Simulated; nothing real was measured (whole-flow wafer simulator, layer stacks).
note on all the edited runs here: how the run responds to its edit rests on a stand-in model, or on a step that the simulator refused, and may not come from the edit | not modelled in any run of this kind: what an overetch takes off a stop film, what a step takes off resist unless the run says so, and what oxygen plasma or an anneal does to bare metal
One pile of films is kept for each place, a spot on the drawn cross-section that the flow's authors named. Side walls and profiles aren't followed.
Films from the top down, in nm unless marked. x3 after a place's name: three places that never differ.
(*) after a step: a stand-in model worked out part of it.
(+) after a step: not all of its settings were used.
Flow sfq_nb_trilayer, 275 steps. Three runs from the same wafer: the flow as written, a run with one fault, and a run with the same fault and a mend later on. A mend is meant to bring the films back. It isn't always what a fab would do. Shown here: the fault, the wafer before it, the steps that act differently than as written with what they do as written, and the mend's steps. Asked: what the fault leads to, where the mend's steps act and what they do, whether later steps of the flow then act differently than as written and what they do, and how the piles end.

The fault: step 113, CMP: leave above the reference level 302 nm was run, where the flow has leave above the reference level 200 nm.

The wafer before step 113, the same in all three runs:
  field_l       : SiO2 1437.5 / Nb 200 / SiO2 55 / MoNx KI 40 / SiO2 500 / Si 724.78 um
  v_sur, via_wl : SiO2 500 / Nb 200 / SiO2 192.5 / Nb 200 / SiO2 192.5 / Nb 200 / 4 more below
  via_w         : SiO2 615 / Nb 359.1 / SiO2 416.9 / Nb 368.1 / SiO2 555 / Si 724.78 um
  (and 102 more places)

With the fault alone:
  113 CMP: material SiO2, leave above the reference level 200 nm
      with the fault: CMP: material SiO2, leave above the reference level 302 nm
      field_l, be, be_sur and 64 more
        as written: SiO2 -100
        with the fault: nothing
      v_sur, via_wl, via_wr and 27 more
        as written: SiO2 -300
        with the fault: SiO2 -198
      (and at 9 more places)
  Later steps of the flow that act differently than as written (10 more steps differ only slightly, by at most 2% or 0.5 nm, whichever is larger, and aren't shown):
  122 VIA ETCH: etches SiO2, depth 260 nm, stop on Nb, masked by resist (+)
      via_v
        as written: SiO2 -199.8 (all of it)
        with the fault: SiO2 -260
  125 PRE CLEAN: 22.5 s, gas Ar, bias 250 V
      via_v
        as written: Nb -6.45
        with the fault: SiO2 -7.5
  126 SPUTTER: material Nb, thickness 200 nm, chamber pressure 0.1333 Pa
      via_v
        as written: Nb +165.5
        with the fault: Nb +152.6 (new film)
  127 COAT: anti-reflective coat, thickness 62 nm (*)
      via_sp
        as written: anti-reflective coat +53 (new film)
        with the fault: anti-reflective coat +49.9 (new film)
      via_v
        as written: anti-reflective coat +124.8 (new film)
        with the fault: anti-reflective coat +128.3 (new film)
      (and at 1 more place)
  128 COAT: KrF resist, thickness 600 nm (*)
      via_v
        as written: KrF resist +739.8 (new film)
        with the fault: KrF resist +797 (new film)
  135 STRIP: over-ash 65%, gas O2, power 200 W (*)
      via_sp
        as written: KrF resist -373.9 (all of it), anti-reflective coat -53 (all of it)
        with the fault: KrF resist -369.2 (all of it), anti-reflective coat -49.9 (all of it)
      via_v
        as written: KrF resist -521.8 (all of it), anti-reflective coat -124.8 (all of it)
        with the fault: KrF resist -578.8 (all of it), anti-reflective coat -128.3 (all of it)
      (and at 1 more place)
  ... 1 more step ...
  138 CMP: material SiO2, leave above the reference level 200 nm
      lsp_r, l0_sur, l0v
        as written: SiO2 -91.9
        with the fault: SiO2 -89.9
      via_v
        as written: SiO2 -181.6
        with the fault: SiO2 -157.1
  At the end the piles differ from the flow's by more than 2% or 0.5 nm, whichever is larger, at field_l, v_sur, via_wl and 103 more.
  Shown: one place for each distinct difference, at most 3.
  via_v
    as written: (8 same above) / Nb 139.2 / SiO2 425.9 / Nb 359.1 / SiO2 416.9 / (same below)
    with the fault: (8 same above) / Nb 139.2 / SiO2 500.1 / Nb 152.6 / SiO2 34.3 / Nb 200 / SiO2 416.9 / (same below)
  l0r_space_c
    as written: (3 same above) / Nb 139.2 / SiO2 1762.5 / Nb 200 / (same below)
    with the fault: (3 same above) / Nb 139.2 / SiO2 1864.5 / Nb 200 / (same below)
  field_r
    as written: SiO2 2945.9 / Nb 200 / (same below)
    with the fault: SiO2 3047.9 / Nb 200 / (same below)

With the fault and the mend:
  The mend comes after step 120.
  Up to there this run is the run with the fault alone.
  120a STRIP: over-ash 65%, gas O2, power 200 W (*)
      ce_l, c5j, ce_r and 16 more
        KrF resist -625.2 (all of it), anti-reflective coat -62 (all of it)
      p4_fr, m0r_line_l, m0r_line_r and 6 more
        KrF resist -625.4 (all of it), anti-reflective coat -62.1 (all of it)
      p3_s1, p3_l2, p3_s2, p3_l3, p3_s3, p3_l4, p3_s4
        KrF resist -625 (all of it), anti-reflective coat -62 (all of it)
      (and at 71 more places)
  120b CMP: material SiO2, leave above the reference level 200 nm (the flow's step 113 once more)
      field_l, be, be_sur and 64 more
        SiO2 -100
      v_sur, via_wl, via_w and 36 more
        SiO2 -102
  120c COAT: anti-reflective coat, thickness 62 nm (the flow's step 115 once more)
      field_l, v_sur, via_wl and 103 more
        anti-reflective coat +62 (new film)
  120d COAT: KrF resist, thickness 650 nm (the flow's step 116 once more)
      field_l, v_sur, via_wl and 103 more
        KrF resist +650 (new film)
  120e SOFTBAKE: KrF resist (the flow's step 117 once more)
      changes no film at any place that is followed
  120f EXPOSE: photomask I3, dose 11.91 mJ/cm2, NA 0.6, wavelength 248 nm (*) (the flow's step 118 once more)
      changes no film at any place that is followed
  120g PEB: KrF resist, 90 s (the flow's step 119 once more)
      field_l, v_sur, via_wl and 103 more
        KrF resist -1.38
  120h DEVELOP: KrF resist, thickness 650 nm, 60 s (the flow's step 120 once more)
      field_l, v_sur, via_wl and 102 more
        KrF resist -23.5
      via_v
        KrF resist -648.6 (all of it)
  No later step of the flow acts differently than as written at any place that is followed.
  At the end the piles are the same as the flow's at every place that both follow.
